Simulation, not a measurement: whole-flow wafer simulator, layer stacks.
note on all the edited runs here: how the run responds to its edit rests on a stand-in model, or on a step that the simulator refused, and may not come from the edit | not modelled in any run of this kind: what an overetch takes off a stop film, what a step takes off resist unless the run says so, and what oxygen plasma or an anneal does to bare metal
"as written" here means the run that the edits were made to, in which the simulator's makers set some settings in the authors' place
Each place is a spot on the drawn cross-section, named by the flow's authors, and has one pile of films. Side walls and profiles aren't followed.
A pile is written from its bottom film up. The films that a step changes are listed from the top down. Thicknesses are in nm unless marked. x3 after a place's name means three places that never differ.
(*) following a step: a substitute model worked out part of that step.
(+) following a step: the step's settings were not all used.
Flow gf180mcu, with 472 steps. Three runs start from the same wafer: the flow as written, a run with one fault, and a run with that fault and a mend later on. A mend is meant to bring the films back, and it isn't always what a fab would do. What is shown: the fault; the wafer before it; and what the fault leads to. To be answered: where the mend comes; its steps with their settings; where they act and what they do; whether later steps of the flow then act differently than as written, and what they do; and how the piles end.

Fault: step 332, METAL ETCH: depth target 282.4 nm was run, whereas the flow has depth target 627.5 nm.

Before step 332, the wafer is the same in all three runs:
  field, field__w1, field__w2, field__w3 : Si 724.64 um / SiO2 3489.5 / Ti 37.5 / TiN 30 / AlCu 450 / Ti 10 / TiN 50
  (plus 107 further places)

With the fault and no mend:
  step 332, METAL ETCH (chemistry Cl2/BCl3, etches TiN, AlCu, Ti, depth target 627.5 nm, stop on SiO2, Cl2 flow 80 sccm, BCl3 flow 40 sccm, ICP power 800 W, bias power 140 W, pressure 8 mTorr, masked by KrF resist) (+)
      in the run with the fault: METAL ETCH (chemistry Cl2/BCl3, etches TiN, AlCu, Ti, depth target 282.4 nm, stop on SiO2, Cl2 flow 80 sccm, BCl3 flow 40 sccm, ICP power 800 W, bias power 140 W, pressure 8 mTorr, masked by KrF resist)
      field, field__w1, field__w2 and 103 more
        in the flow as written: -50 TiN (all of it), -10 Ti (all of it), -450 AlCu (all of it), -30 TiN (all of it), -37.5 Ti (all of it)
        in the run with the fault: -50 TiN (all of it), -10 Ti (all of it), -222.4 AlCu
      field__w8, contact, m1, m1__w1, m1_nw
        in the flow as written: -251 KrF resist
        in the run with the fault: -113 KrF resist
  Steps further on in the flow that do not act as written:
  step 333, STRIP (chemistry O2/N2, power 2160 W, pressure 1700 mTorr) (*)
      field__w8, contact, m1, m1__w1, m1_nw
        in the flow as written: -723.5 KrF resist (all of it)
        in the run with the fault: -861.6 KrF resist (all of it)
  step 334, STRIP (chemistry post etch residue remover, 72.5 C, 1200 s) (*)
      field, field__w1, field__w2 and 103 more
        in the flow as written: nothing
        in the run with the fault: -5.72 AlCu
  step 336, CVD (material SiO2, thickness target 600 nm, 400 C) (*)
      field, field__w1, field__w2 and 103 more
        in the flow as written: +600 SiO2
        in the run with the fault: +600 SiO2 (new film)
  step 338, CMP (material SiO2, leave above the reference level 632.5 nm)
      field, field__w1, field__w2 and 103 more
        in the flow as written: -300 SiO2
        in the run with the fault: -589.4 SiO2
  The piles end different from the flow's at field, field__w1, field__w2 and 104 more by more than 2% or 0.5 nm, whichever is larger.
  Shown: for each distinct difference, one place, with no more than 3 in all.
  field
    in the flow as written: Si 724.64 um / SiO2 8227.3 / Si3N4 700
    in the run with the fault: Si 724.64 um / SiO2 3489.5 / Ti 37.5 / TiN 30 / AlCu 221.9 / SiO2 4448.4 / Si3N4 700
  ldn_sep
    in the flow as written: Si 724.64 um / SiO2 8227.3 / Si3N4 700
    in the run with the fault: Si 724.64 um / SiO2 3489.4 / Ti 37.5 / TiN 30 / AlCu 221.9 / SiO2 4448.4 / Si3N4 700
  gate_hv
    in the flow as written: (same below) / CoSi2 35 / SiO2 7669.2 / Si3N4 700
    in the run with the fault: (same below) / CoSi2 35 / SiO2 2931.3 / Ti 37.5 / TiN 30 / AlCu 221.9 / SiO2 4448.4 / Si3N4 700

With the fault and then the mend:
  The mend follows step 334.
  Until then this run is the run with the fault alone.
  step 334a, DEHYDRATE (200 C, 60 s) (the flow's step 325, run once more)
      alters no film at any place that is followed
  step 334b, HMDS (120 C, 60 s) (the flow's step 326, run once more)
      alters no film at any place that is followed
  step 334c, COAT (KrF resist, thickness 1000 nm) (*) (the flow's step 327, run once more)
      iso_ptap_pw, iso_ntap_nw, iso_nw_fld and 33 more
        +1000 KrF resist (new film)
      field_sub__w2, field_sub__w4, ld_sd_n and 14 more
        +1001.8 KrF resist (new film)
      field__w10, p_well, sti and 10 more
        +1002 KrF resist (new film)
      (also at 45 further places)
  step 334d, SOFTBAKE (KrF resist) (the flow's step 328, run once more)
      alters no film at any place that is followed
  step 334e, EXPOSE (photomask Metal3) (the flow's step 329, run once more)
      alters no film at any place that is followed
  step 334f, PEB (KrF resist, 135 C, 90 s) (the flow's step 330, run once more)
      field__w1, field__w2, field__w3 and 59 more
        -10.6 KrF resist
      iso_ptap_pw, iso_ntap_nw, iso_nw_fld and 33 more
        -10.5 KrF resist
      sd_p, gate_p, nw_sep_fld
        -10.7 KrF resist
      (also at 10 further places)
  step 334g, DEVELOP (thickness 1000 nm, 60 s) (the flow's step 331, run once more)
      iso_ptap_pw, iso_ntap_nw, iso_nw_fld and 33 more
        -989.5 KrF resist (all of it)
      field__w5, field__w6, field__w9 and 13 more
        -991.3 KrF resist (all of it)
      field_sub, field_sub__w1, p_well and 9 more
        -991.4 KrF resist (all of it)
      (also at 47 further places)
  step 334h, METAL ETCH (chemistry Cl2/BCl3, etches TiN, AlCu, Ti, depth target 345.1 nm, stop on SiO2, Cl2 flow 80 sccm, BCl3 flow 40 sccm, ICP power 800 W, bias power 140 W, pressure 8 mTorr, masked by KrF resist) (+) (the flow's step 332, run once more with other settings)
      field, field__w1, field__w2 and 103 more
        -221.9 AlCu (all of it), -30 TiN (all of it), -37.5 Ti (all of it)
      field__w8, contact, m1, m1__w1, m1_nw
        -138 KrF resist
  step 334i, STRIP (chemistry O2/N2, power 2160 W, pressure 1700 mTorr) (*) (the flow's step 333, run once more)
      field__w8
        -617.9 KrF resist (all of it)
      contact
        -616.3 KrF resist (all of it)
      m1
        -617.8 KrF resist (all of it)
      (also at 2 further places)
  step 334j, STRIP (chemistry post etch residue remover, 72.5 C, 1200 s) (*) (the flow's step 334, run once more)
      field__w8, contact, m1, m1__w1, m1_nw
        -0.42 TiN
  None of the later steps of the flow differs from how it acts as written, at any place that is followed, by more than 2% or 0.5 nm, whichever is larger.
  When the end is reached, the piles differ only a little from the flow's at the places that both follow, at most by 2% or 0.5 nm, whichever is larger.
